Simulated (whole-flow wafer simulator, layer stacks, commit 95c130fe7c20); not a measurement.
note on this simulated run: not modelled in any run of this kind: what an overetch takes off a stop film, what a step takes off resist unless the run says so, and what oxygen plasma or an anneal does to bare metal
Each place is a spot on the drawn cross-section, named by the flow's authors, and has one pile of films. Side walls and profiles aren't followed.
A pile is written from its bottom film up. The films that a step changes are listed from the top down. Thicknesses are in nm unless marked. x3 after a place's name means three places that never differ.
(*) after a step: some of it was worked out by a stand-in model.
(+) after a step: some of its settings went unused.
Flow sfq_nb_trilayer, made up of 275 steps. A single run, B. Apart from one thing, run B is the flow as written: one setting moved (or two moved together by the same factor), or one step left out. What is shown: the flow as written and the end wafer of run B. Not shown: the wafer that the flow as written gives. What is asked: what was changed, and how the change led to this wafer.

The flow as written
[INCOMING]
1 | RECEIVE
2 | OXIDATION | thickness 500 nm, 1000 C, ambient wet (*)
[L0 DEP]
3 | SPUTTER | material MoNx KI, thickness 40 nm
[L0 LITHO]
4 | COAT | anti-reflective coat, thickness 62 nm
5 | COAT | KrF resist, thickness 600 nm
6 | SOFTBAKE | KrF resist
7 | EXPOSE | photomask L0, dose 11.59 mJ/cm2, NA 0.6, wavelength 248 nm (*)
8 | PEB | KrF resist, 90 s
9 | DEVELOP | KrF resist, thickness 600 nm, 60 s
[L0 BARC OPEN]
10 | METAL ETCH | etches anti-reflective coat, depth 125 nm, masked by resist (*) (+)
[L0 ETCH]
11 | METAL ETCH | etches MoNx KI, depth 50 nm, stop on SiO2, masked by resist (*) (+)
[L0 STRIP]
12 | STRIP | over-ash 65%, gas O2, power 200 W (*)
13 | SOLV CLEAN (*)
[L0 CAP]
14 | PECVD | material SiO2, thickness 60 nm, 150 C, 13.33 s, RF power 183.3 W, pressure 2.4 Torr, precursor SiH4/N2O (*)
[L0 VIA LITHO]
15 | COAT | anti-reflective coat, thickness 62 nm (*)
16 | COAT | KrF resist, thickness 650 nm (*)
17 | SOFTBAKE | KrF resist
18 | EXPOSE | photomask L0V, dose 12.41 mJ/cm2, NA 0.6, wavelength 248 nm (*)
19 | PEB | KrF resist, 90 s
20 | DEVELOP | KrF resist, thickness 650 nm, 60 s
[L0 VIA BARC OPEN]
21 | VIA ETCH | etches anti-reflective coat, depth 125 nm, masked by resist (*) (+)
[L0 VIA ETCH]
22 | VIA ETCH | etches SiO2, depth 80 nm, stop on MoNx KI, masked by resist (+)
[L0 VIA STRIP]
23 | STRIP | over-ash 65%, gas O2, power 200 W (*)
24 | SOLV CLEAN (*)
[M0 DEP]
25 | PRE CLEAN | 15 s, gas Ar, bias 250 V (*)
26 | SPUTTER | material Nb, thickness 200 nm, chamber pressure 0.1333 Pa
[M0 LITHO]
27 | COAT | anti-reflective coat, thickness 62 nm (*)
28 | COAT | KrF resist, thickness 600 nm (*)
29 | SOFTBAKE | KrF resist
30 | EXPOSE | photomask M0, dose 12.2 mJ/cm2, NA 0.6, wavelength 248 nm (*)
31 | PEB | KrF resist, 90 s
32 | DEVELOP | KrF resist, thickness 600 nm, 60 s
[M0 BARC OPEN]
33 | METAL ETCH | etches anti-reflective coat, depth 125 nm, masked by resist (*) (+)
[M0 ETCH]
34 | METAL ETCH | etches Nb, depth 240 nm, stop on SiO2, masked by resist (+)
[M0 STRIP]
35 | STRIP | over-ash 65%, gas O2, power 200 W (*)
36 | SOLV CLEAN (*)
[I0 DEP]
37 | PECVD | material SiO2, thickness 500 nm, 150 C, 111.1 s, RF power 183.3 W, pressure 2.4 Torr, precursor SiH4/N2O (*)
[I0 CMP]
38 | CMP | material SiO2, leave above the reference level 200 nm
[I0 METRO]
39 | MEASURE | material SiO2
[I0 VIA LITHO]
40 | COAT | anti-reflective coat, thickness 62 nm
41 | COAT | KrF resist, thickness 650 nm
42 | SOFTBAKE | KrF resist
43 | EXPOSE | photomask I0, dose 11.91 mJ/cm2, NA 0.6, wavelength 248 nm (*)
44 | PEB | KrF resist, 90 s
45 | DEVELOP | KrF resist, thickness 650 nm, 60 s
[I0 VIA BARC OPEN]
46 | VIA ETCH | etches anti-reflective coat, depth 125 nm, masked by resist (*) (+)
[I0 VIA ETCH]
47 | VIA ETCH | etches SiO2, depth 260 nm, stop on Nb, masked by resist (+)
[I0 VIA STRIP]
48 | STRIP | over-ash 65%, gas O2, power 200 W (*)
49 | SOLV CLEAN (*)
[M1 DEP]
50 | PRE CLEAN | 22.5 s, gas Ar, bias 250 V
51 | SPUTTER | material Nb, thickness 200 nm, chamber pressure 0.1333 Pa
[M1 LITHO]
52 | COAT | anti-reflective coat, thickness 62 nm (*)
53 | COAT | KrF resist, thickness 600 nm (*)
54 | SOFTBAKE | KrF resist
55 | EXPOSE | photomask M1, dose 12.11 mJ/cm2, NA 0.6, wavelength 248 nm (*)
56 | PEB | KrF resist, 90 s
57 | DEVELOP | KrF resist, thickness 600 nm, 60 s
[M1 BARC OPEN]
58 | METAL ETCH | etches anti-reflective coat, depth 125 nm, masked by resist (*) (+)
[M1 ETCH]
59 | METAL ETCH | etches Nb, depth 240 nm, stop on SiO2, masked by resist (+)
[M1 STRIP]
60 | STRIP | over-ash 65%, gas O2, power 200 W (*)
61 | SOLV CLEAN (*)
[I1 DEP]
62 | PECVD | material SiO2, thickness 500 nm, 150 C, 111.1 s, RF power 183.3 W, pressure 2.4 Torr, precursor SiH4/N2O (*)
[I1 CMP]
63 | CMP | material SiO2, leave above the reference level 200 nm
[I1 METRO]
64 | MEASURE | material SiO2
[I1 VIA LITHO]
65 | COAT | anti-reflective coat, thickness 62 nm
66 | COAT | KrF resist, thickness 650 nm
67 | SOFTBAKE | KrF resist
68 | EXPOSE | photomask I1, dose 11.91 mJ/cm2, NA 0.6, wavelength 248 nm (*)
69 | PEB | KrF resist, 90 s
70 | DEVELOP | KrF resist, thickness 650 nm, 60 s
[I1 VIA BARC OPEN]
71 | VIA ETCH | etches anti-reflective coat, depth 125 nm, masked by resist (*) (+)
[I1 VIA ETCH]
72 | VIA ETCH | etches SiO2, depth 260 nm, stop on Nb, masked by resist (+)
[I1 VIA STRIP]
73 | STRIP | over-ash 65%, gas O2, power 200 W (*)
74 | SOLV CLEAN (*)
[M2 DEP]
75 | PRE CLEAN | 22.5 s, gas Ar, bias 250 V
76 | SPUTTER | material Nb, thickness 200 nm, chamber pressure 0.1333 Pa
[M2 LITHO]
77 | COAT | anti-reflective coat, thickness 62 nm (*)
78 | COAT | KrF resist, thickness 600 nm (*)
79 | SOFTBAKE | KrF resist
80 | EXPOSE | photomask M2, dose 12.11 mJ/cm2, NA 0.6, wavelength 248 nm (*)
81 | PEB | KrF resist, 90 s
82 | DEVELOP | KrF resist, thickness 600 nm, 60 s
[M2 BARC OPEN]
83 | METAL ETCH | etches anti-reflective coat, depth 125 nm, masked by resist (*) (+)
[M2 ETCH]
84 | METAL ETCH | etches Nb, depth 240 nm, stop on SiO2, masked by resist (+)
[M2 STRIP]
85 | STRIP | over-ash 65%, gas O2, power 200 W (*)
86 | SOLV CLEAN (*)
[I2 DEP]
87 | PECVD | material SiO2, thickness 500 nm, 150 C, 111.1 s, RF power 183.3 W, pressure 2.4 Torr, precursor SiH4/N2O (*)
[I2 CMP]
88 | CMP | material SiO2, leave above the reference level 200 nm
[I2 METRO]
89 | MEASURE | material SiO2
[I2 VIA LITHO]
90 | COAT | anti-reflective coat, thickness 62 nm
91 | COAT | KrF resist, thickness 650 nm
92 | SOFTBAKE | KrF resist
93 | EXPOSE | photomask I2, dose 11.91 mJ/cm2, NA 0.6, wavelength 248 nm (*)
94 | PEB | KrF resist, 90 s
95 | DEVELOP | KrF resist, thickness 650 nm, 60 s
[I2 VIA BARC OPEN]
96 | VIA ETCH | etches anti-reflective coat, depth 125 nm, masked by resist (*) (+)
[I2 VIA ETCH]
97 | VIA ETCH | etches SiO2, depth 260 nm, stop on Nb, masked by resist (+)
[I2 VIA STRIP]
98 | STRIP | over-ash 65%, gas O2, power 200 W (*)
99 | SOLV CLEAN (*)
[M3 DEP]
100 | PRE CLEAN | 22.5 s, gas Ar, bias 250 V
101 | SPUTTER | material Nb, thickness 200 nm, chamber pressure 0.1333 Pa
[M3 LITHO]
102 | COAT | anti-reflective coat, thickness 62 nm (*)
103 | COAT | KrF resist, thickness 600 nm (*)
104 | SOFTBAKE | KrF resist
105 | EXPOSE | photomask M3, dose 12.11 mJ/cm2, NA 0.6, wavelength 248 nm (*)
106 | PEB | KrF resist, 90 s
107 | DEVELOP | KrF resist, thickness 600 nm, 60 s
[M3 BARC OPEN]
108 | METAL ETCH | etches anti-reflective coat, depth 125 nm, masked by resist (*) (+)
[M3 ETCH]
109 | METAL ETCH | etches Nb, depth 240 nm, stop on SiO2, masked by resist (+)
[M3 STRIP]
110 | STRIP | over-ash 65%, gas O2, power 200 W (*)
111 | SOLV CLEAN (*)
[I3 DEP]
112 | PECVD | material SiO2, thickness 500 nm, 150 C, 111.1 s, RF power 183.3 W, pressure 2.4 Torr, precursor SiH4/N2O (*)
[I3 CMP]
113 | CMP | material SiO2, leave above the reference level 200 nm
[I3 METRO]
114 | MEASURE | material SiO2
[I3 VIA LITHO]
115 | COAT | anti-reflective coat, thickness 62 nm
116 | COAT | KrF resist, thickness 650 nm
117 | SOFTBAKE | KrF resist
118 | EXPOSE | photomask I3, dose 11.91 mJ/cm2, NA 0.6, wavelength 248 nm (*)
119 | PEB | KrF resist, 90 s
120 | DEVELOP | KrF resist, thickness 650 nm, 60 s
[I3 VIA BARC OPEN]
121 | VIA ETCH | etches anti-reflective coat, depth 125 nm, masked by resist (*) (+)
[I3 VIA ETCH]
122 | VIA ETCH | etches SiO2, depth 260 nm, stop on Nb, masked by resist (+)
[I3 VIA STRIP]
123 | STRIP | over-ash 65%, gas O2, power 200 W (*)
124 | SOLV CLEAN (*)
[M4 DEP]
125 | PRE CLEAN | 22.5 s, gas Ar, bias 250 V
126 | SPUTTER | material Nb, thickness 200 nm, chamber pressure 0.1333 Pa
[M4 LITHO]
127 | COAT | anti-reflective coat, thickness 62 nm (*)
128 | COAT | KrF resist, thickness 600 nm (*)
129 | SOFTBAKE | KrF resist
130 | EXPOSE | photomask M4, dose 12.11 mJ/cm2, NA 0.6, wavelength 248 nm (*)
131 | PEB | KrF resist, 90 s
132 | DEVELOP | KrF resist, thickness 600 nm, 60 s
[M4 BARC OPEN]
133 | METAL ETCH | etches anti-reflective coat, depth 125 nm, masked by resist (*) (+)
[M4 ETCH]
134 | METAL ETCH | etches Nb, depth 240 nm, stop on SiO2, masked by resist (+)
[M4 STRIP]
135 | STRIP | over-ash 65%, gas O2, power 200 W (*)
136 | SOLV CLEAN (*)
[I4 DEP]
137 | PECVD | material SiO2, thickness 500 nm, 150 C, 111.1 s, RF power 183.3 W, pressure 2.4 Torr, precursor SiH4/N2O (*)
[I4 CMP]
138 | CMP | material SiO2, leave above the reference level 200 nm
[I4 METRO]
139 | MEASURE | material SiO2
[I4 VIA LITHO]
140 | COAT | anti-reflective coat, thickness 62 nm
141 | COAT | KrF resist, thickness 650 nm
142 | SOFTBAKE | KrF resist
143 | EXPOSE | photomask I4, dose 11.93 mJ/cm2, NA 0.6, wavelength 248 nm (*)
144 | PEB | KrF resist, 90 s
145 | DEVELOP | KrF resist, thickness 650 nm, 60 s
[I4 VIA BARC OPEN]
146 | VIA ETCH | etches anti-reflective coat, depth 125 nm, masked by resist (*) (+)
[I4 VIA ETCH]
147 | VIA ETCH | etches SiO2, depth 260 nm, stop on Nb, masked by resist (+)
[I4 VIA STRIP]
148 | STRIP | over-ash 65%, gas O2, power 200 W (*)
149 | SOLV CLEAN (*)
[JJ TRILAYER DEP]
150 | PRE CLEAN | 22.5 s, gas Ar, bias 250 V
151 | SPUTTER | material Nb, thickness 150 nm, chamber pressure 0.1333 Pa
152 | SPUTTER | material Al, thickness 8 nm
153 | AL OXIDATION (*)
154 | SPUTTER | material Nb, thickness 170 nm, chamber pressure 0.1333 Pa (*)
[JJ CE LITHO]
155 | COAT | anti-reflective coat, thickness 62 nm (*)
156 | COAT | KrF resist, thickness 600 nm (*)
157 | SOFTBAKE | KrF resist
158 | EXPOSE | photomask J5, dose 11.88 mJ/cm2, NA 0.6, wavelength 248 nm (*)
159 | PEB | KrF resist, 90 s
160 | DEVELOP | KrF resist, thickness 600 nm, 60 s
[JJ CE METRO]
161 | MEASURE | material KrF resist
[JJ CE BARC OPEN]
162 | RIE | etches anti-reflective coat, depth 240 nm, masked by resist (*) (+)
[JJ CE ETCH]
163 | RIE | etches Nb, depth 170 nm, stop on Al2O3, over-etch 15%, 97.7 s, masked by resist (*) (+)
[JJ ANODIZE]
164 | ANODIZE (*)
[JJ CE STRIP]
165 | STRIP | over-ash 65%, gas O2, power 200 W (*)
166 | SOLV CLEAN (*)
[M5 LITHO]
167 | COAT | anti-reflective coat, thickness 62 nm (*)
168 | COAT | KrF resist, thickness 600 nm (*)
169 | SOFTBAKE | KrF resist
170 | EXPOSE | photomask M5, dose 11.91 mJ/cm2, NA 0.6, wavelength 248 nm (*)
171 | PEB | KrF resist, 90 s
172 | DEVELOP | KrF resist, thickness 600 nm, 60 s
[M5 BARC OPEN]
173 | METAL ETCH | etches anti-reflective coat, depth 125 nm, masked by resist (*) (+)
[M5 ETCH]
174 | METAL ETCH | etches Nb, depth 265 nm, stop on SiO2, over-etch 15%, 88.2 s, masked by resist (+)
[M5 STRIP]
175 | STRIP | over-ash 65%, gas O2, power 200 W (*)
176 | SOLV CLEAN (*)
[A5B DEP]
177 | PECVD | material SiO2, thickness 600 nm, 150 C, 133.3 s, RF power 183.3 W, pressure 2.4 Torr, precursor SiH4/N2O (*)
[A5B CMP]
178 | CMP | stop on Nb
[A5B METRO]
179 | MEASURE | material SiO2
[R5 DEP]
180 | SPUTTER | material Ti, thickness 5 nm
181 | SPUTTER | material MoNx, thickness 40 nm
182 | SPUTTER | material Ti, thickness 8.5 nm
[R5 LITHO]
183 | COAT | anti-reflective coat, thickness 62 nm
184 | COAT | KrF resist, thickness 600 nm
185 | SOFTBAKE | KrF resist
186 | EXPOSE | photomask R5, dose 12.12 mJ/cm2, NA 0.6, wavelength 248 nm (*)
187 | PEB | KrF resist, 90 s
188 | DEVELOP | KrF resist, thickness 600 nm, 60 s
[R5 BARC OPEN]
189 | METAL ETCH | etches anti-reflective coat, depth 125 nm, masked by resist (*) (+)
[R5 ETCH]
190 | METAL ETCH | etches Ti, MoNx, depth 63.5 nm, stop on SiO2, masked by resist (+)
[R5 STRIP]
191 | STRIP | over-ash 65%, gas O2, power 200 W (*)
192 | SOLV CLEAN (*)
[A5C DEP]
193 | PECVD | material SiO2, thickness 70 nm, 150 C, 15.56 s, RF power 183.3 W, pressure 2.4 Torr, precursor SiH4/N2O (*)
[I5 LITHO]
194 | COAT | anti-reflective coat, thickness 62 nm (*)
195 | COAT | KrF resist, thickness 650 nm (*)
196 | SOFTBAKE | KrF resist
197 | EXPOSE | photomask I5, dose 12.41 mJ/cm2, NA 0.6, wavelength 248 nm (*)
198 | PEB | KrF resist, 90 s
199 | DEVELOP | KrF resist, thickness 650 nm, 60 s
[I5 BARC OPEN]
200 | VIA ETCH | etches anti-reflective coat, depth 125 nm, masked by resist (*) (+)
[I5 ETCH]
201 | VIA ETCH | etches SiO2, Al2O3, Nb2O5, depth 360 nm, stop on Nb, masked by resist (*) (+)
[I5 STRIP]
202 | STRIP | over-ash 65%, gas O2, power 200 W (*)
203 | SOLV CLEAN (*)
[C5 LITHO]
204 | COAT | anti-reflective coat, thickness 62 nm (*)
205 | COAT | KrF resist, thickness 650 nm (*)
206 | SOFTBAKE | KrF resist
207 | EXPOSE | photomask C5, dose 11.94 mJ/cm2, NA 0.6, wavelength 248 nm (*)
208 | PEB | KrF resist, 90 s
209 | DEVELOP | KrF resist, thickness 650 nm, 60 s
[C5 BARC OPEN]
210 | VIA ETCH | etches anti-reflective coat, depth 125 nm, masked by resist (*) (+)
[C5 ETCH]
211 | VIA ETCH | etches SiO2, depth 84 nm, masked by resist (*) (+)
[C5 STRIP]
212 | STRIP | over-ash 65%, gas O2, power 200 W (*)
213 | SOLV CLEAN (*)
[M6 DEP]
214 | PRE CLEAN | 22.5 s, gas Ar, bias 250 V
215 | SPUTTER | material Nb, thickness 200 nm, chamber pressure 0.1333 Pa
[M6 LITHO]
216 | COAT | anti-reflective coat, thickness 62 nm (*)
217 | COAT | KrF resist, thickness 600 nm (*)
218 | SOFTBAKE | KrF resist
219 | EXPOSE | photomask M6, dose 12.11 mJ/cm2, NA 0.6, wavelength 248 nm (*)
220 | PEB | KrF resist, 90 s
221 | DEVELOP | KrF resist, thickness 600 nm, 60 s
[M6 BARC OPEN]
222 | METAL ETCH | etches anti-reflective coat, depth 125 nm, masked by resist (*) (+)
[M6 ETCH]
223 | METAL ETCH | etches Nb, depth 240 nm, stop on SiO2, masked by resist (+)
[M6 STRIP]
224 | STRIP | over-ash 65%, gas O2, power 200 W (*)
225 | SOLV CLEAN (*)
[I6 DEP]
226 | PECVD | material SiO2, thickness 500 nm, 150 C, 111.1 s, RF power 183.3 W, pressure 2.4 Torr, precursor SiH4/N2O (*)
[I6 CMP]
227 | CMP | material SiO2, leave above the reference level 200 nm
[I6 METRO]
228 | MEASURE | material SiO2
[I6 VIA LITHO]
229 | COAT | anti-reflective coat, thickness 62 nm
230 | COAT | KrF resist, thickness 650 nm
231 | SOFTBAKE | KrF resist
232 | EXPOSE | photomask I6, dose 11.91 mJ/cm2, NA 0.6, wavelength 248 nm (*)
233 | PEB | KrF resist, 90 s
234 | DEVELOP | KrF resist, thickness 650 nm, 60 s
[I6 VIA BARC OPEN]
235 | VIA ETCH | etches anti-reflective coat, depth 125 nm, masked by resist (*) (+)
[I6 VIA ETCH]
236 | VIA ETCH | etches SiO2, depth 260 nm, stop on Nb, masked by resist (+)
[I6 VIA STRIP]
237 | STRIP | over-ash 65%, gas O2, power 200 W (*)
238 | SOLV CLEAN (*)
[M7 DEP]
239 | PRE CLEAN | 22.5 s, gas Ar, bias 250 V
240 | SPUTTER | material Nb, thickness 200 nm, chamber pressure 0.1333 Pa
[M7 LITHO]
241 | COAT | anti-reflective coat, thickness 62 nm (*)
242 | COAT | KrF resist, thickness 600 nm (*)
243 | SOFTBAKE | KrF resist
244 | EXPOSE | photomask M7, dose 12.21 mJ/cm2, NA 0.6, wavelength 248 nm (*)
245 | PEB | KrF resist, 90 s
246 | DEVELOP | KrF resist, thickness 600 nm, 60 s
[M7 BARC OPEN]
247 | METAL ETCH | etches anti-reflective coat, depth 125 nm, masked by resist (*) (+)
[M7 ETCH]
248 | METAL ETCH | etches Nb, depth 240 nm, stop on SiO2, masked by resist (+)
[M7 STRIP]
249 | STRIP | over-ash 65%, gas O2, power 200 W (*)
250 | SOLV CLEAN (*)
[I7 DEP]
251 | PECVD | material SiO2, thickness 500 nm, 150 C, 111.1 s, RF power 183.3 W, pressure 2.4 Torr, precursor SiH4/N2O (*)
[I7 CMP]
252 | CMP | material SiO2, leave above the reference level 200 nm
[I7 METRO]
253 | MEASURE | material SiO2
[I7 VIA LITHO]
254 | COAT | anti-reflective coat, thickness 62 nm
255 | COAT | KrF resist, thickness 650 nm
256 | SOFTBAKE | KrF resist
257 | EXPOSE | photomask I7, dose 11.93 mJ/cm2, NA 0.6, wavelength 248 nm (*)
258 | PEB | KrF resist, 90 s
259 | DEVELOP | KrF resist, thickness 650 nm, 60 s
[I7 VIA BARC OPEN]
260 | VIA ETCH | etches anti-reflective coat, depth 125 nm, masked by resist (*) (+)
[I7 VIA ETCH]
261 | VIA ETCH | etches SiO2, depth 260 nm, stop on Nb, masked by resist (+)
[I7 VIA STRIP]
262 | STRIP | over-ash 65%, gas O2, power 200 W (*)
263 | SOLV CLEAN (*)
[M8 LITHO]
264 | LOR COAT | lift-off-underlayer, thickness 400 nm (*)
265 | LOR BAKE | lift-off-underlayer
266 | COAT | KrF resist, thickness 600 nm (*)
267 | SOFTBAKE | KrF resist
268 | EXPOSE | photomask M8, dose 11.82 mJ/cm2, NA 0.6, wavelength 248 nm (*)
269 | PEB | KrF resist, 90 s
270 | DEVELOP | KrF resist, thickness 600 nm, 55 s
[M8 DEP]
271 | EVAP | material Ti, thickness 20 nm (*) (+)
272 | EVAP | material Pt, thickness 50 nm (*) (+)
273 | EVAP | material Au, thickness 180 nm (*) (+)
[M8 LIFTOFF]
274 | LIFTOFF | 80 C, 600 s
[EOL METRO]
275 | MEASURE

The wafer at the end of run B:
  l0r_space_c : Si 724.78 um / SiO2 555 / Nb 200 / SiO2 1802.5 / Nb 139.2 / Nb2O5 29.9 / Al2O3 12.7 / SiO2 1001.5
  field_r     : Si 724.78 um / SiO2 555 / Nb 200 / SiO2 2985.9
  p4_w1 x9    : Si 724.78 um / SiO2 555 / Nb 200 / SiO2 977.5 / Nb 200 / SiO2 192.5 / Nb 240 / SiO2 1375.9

The reason: step 126, SPUTTER: thickness 240 nm was run, whereas the flow has thickness 200 nm.
One can read it off the wafer: p4_w1 x9 has Nb 240, and step 126 as written asks for 200 nm.

The path from the change to this, step by step:
  126 | SPUTTER | material Nb, thickness 200 nm, chamber pressure 0.1333 Pa
      field_l, v_sur, via_wl and 102 more: +240 Nb (new film) (as written it would have been: +200 Nb (new film))
      via_v: +199.1 Nb (as written it would have been: +165.5 Nb)
  134 | METAL ETCH | etches Nb, depth 240 nm, stop on SiO2, masked by resist (+)
      field_l, be, be_sur and 64 more: -240 Nb (all of it) (as written it would have been: -200 Nb (all of it))
  137 | PECVD | material SiO2, thickness 500 nm, 150 C, 111.1 s, RF power 183.3 W, pressure 2.4 Torr, precursor SiH4/N2O (*)
      p3_s0 x6: +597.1 SiO2 (as written it would have been: +557.1 SiO2)
      via_v: +596.9 SiO2 (new film) (as written it would have been: +615 SiO2 (new film))
  138 | CMP | material SiO2, leave above the reference level 200 nm
      field_l, be, be_sur and 55 more: -60 SiO2 (as written it would have been: -100 SiO2)
      lsp_r, l0_sur, l0v: -50.3 SiO2 (as written it would have been: -91.9 SiO2)
      (and at 1 other place as well)
